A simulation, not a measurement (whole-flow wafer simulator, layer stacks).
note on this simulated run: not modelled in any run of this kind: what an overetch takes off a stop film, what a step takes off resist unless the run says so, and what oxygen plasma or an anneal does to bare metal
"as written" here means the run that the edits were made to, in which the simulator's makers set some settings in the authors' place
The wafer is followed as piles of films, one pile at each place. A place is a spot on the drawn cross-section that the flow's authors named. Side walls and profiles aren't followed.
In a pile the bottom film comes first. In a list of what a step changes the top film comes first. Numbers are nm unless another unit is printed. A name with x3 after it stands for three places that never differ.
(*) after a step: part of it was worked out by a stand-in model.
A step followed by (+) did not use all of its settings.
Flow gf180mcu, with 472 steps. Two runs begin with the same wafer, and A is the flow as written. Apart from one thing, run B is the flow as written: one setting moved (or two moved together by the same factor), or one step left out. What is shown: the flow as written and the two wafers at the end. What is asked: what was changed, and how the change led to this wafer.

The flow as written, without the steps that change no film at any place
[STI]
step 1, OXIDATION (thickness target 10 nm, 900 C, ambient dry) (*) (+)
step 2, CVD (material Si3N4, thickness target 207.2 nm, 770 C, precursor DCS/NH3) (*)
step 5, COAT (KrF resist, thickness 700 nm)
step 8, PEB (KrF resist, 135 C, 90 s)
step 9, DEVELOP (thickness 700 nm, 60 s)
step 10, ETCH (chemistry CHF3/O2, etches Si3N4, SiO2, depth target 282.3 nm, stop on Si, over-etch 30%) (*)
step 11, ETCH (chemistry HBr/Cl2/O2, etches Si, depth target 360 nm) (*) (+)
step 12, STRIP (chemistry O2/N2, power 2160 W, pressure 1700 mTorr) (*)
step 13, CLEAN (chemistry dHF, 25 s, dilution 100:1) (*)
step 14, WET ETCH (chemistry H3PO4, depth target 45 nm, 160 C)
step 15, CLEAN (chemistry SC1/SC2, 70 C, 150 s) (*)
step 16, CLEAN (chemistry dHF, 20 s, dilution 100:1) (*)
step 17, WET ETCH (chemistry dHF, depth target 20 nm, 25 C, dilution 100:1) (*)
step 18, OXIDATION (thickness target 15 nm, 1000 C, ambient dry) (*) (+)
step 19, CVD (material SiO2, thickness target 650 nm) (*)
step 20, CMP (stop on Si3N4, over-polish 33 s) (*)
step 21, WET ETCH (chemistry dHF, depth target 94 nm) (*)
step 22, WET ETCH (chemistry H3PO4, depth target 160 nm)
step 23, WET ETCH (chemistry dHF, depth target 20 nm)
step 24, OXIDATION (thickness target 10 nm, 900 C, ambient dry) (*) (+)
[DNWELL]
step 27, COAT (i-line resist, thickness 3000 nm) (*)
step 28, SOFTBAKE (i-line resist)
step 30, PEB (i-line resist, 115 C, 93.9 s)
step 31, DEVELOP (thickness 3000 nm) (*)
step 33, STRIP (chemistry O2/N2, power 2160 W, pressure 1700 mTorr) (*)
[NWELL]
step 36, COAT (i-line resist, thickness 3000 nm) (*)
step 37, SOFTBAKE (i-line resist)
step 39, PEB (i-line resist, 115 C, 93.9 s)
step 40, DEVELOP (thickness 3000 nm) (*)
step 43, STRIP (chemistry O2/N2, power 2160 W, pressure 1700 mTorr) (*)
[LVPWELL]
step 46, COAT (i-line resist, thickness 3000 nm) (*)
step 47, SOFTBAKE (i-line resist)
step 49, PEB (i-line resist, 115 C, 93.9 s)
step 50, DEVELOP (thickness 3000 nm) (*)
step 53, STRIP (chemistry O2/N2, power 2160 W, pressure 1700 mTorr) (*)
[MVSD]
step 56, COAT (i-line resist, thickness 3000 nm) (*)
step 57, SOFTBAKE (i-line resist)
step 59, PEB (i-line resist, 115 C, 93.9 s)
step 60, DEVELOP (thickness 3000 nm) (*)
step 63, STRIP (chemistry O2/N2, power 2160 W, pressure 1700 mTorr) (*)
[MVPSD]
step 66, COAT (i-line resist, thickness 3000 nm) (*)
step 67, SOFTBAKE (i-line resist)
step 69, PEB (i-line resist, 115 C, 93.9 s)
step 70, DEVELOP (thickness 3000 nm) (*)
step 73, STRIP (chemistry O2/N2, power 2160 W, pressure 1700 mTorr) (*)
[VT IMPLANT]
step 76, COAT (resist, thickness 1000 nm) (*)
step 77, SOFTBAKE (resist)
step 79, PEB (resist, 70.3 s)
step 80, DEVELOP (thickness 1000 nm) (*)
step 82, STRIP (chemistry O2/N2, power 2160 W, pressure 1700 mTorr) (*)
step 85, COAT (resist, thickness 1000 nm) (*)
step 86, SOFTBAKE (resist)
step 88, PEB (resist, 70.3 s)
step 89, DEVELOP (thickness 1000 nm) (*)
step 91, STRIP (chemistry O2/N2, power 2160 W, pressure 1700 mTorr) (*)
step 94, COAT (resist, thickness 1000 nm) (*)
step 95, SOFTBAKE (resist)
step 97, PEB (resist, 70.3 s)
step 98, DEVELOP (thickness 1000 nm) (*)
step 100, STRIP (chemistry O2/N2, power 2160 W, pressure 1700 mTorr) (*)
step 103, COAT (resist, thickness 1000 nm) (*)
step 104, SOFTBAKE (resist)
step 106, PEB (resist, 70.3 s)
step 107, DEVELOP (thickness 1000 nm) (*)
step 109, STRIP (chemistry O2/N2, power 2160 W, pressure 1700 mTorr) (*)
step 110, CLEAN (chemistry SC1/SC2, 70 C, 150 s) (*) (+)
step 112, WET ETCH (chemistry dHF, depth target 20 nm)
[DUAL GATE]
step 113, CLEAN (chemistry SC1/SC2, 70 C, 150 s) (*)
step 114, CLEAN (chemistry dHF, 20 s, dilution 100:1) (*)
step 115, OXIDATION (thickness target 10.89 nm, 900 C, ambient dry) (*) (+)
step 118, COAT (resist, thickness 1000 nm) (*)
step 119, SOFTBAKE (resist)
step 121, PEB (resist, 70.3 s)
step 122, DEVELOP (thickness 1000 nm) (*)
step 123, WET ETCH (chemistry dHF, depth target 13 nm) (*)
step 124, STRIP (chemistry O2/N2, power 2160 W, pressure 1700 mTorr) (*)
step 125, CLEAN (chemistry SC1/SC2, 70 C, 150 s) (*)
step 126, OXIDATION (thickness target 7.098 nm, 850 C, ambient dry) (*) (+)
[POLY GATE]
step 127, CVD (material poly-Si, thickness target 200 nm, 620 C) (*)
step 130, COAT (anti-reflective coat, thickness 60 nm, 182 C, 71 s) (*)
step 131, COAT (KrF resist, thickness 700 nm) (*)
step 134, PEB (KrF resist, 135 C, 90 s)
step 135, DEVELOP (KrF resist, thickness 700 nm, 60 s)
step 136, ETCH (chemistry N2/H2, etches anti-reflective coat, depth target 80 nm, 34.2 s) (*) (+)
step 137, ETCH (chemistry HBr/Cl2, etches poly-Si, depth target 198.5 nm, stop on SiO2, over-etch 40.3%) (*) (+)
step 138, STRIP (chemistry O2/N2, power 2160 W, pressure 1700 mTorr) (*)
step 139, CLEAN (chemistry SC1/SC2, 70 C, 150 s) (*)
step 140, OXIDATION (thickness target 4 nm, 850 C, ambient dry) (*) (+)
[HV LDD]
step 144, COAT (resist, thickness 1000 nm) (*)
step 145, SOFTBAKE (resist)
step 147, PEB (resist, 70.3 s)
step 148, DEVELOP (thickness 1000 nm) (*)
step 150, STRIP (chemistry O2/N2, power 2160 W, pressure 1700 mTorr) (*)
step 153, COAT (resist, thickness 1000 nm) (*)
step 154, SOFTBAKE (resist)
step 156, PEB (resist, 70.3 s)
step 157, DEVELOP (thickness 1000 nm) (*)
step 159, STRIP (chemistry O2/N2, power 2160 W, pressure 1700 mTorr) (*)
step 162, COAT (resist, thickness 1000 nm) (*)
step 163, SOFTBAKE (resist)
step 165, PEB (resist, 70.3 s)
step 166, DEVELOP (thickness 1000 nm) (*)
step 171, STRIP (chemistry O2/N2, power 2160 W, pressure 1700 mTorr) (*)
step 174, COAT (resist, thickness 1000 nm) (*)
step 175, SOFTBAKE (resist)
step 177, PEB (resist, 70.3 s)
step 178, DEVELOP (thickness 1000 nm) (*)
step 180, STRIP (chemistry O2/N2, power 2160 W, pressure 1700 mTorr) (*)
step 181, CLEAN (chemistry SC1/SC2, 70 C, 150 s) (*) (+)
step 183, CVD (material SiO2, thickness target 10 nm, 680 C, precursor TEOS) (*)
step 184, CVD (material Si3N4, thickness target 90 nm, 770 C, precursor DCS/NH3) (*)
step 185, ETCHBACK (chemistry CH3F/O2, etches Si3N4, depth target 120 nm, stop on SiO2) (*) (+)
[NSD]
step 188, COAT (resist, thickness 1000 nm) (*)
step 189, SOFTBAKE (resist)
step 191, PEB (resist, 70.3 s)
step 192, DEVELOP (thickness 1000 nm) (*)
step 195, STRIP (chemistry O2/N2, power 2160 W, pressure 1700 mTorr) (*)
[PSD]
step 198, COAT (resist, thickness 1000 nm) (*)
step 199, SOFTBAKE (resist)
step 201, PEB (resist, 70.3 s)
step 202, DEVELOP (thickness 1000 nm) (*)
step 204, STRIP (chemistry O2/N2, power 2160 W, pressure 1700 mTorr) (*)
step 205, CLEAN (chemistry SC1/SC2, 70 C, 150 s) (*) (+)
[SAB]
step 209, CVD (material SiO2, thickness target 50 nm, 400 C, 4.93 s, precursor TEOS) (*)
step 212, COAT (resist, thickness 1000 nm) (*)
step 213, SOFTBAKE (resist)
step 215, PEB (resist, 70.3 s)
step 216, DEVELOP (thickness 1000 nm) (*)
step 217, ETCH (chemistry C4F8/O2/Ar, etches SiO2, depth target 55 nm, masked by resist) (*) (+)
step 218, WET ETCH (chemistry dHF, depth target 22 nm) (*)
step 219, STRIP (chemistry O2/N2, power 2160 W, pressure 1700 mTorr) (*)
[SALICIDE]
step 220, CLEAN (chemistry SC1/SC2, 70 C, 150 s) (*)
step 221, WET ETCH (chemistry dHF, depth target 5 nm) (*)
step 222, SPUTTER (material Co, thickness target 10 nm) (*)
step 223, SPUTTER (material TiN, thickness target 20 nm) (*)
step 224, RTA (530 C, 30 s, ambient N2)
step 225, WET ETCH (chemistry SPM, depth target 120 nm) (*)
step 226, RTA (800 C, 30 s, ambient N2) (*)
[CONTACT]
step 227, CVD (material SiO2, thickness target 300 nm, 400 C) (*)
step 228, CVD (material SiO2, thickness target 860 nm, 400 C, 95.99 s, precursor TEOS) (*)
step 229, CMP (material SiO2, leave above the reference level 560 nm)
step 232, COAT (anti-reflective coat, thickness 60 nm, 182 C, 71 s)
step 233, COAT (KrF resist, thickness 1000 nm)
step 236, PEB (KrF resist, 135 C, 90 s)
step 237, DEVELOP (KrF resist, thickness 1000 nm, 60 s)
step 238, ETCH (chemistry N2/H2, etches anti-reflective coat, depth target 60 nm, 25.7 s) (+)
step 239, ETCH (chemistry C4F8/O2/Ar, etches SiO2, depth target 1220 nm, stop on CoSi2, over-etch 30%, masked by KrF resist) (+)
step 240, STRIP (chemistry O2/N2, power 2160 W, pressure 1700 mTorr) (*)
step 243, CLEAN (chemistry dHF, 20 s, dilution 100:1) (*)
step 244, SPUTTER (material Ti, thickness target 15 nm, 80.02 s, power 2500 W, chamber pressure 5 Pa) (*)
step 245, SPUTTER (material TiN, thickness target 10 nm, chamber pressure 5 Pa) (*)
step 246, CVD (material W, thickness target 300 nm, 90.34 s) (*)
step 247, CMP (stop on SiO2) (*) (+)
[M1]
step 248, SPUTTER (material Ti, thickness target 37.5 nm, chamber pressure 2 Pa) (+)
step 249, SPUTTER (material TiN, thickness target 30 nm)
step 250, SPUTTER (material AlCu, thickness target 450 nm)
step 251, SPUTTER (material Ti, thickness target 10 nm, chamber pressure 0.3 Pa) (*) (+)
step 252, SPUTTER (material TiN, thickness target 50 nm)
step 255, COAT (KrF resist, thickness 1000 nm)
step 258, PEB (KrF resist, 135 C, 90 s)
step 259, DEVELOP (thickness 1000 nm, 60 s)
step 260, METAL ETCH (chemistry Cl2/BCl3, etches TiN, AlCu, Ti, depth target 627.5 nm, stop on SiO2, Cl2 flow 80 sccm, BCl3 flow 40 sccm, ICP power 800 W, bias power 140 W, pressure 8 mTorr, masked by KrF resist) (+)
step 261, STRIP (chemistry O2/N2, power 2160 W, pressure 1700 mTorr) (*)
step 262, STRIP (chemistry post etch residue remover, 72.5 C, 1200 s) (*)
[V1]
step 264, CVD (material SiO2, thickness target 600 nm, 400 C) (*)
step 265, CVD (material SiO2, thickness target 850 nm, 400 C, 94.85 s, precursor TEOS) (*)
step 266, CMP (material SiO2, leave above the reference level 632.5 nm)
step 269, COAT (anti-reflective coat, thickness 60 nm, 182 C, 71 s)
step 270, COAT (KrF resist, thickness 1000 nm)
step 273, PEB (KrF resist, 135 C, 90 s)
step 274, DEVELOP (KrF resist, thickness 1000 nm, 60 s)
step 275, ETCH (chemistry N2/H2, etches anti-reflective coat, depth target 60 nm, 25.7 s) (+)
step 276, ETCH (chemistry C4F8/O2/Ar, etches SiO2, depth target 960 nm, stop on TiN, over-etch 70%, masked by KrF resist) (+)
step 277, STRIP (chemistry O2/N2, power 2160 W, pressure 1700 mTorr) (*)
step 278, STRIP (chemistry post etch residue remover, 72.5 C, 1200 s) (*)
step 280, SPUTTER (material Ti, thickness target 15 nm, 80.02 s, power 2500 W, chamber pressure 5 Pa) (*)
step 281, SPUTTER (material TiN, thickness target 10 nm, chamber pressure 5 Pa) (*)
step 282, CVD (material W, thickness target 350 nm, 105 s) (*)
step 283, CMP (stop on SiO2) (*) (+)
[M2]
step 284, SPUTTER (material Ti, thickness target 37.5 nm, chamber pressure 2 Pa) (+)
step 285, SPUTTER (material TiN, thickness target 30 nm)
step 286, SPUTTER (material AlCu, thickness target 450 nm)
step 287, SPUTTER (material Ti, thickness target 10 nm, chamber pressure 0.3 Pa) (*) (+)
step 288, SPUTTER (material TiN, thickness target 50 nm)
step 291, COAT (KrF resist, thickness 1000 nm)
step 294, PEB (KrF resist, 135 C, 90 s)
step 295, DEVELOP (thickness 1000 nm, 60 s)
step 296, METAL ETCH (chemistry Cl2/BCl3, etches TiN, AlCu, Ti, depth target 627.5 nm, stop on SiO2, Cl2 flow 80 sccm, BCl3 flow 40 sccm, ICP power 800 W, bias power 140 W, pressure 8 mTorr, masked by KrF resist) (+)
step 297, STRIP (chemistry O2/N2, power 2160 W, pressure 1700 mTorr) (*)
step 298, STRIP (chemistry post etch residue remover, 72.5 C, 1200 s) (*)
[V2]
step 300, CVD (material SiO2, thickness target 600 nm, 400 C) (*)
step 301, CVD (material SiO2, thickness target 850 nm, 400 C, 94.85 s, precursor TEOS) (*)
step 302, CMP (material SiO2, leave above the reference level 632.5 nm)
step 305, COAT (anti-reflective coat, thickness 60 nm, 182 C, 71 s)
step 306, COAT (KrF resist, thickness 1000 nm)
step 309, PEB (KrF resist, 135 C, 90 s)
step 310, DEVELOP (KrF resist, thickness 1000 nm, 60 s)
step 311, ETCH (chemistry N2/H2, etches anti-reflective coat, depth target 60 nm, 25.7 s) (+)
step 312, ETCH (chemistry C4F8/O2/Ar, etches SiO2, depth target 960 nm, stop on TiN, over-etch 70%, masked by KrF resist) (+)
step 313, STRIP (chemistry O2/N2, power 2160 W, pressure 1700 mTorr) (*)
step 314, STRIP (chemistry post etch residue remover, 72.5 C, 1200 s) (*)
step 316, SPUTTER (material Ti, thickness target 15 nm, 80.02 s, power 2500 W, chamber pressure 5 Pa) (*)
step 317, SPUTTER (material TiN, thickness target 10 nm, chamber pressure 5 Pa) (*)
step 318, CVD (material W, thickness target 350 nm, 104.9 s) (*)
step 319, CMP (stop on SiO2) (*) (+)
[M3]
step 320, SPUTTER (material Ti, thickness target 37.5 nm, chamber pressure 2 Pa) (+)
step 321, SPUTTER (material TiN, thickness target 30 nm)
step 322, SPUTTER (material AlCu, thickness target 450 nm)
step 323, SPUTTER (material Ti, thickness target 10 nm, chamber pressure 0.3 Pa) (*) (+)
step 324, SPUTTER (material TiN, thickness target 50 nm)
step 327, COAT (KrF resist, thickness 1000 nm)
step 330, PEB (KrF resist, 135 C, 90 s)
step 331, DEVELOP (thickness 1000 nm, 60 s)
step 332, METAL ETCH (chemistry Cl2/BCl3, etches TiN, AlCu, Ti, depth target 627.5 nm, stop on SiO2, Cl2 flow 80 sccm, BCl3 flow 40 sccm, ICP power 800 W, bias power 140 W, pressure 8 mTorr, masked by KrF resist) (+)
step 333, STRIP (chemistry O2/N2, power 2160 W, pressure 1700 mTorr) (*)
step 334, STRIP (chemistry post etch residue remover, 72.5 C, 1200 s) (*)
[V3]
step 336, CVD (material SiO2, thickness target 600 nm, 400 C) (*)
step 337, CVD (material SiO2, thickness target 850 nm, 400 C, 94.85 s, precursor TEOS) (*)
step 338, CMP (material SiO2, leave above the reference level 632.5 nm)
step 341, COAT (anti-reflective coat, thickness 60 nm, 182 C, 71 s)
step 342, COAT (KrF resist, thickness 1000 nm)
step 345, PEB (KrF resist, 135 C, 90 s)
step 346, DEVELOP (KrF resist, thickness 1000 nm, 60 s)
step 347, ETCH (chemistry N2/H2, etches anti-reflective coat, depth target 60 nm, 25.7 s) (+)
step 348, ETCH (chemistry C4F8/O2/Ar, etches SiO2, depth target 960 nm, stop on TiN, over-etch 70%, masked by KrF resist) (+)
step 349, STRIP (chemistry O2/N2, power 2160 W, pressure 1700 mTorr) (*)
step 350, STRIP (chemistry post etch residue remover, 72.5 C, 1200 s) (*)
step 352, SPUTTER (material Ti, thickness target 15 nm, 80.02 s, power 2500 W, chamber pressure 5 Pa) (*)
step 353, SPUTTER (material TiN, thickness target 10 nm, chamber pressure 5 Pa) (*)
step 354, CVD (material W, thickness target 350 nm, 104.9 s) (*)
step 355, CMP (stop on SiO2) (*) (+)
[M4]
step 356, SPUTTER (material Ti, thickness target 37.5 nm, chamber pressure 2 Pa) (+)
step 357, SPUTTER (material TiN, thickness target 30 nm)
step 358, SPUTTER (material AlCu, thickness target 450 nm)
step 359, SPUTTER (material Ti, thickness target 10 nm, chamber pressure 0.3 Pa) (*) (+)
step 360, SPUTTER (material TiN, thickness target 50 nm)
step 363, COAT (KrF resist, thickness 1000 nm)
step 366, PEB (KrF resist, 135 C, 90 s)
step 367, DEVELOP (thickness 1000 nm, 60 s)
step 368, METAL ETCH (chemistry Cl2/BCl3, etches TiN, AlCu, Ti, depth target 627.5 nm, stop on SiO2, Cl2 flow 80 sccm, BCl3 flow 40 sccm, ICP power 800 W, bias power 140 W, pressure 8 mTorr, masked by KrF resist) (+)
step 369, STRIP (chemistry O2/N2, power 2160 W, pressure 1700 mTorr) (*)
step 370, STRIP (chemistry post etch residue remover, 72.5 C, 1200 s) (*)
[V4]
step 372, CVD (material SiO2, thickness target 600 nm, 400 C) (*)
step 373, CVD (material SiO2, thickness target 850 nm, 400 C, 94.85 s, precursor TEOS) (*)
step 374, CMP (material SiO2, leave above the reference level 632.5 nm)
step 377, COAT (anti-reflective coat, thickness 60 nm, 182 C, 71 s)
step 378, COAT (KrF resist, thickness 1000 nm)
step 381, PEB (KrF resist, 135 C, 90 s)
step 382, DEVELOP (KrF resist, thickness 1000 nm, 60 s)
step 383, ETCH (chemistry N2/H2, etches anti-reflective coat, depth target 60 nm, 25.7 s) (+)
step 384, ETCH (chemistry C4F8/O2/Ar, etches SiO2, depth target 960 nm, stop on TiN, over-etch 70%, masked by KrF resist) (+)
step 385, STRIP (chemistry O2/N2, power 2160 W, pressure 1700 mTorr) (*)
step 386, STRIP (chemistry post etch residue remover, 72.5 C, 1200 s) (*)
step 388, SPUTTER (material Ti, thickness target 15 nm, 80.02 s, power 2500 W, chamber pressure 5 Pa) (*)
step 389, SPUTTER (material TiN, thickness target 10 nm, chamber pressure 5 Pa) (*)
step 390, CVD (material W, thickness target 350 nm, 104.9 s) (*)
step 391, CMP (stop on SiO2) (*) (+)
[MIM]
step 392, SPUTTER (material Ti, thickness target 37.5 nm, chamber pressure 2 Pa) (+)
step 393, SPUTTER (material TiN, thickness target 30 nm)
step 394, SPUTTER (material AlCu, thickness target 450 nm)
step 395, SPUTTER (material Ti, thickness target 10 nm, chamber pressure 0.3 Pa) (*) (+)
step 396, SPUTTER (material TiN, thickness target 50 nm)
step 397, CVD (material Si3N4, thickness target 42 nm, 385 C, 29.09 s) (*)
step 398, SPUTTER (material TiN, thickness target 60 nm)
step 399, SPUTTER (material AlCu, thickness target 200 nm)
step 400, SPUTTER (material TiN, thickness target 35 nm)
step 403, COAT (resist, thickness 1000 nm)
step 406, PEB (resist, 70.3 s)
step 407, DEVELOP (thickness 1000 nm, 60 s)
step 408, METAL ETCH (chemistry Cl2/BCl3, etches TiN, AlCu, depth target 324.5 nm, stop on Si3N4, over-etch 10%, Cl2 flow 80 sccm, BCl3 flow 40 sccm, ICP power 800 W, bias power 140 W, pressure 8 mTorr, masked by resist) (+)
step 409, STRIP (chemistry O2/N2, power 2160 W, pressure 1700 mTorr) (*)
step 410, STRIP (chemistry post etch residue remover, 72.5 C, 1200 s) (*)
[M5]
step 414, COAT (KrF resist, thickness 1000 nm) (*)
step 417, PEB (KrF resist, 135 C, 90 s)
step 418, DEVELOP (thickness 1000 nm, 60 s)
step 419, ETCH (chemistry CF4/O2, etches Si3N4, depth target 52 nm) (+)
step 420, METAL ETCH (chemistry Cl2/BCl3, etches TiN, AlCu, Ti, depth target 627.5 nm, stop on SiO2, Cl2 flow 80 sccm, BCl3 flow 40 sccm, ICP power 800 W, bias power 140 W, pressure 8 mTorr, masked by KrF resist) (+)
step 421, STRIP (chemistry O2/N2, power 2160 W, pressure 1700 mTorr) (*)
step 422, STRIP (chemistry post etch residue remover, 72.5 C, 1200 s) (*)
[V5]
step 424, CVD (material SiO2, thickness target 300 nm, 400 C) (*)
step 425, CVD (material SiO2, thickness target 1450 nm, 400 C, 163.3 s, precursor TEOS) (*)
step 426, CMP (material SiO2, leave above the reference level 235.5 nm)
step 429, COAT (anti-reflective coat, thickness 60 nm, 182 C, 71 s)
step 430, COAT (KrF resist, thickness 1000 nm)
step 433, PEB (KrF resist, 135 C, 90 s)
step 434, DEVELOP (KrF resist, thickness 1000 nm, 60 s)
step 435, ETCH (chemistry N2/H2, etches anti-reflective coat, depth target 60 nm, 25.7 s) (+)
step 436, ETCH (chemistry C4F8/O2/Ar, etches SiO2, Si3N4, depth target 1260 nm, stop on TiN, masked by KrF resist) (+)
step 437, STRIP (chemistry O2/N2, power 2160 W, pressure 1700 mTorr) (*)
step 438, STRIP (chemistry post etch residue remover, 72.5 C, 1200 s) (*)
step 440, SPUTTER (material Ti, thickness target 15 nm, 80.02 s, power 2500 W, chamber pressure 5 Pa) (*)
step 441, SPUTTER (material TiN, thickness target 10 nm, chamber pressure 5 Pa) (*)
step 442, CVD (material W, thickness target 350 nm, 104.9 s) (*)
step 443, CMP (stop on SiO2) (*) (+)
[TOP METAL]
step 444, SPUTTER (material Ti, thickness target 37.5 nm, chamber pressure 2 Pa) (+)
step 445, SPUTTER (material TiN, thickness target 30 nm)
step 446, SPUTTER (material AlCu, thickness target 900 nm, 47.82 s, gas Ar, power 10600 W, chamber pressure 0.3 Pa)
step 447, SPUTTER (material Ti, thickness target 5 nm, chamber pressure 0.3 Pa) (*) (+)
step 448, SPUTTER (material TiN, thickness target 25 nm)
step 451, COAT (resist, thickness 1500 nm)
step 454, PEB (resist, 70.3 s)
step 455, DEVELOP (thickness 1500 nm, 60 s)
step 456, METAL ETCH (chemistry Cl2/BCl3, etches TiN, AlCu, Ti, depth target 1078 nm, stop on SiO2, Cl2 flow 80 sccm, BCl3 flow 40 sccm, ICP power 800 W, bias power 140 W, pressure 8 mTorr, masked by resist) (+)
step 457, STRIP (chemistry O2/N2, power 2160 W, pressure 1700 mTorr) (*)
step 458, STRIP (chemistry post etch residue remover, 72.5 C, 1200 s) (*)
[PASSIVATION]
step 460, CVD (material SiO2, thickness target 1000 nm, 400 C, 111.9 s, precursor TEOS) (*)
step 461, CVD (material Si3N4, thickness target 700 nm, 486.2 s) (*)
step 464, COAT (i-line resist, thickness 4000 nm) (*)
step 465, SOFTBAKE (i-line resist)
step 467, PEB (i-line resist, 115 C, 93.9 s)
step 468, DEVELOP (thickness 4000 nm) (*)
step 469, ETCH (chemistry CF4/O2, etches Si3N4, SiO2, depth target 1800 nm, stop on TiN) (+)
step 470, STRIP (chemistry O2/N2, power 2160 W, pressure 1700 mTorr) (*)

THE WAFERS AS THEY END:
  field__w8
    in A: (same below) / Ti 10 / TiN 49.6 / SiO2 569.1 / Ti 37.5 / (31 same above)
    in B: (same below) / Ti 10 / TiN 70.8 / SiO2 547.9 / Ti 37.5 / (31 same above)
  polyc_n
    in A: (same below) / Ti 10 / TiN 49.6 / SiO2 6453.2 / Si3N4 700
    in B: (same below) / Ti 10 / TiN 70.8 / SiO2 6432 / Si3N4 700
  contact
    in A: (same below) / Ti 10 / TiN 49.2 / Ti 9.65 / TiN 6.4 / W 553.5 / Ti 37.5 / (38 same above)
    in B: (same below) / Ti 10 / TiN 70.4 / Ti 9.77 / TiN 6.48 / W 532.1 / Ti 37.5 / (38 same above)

Cause: step 252, SPUTTER: thickness target 71.2 nm was run, though the flow has thickness target 50 nm.

Step by step, how the change led to this:
  step 252, SPUTTER (material TiN, thickness target 50 nm)
      field, field__w1, field__w2 and 108 more: A TiN gains 50 (new film) | B TiN gains 71.2 (new film)
  step 260, METAL ETCH (chemistry Cl2/BCl3, etches TiN, AlCu, Ti, depth target 627.5 nm, stop on SiO2, Cl2 flow 80 sccm, BCl3 flow 40 sccm, ICP power 800 W, bias power 140 W, pressure 8 mTorr, masked by KrF resist) (+)
      field, field__w1, field__w2 and 99 more: A TiN loses 50 (all of it), Ti loses 10 (all of it), AlCu loses 450 (all of it), TiN loses 30 (all of it), Ti loses 37.5 (all of it) | B TiN loses 71.2 (all of it), Ti loses 10 (all of it), AlCu loses 450 (all of it), TiN loses 30 (all of it), Ti loses 37.5 (all of it)
  step 266, CMP (material SiO2, leave above the reference level 632.5 nm)
      field__w8, contact, m1 and 6 more: A SiO2 loses 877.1 | B SiO2 loses 898.3
  step 276, ETCH (chemistry C4F8/O2/Ar, etches SiO2, depth target 960 nm, stop on TiN, over-etch 70%, masked by KrF resist) (+)
      field, field__w1, field__w2 and 107 more: A KrF resist loses 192 | B KrF resist loses 187.4
      contact: A SiO2 loses 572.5 (all of it) | B SiO2 loses 551.3 (all of it)
  step 282, CVD (material W, thickness target 350 nm, 105 s) (*)
      contact: A W gains 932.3 (new film) | B W gains 910.9 (new film)
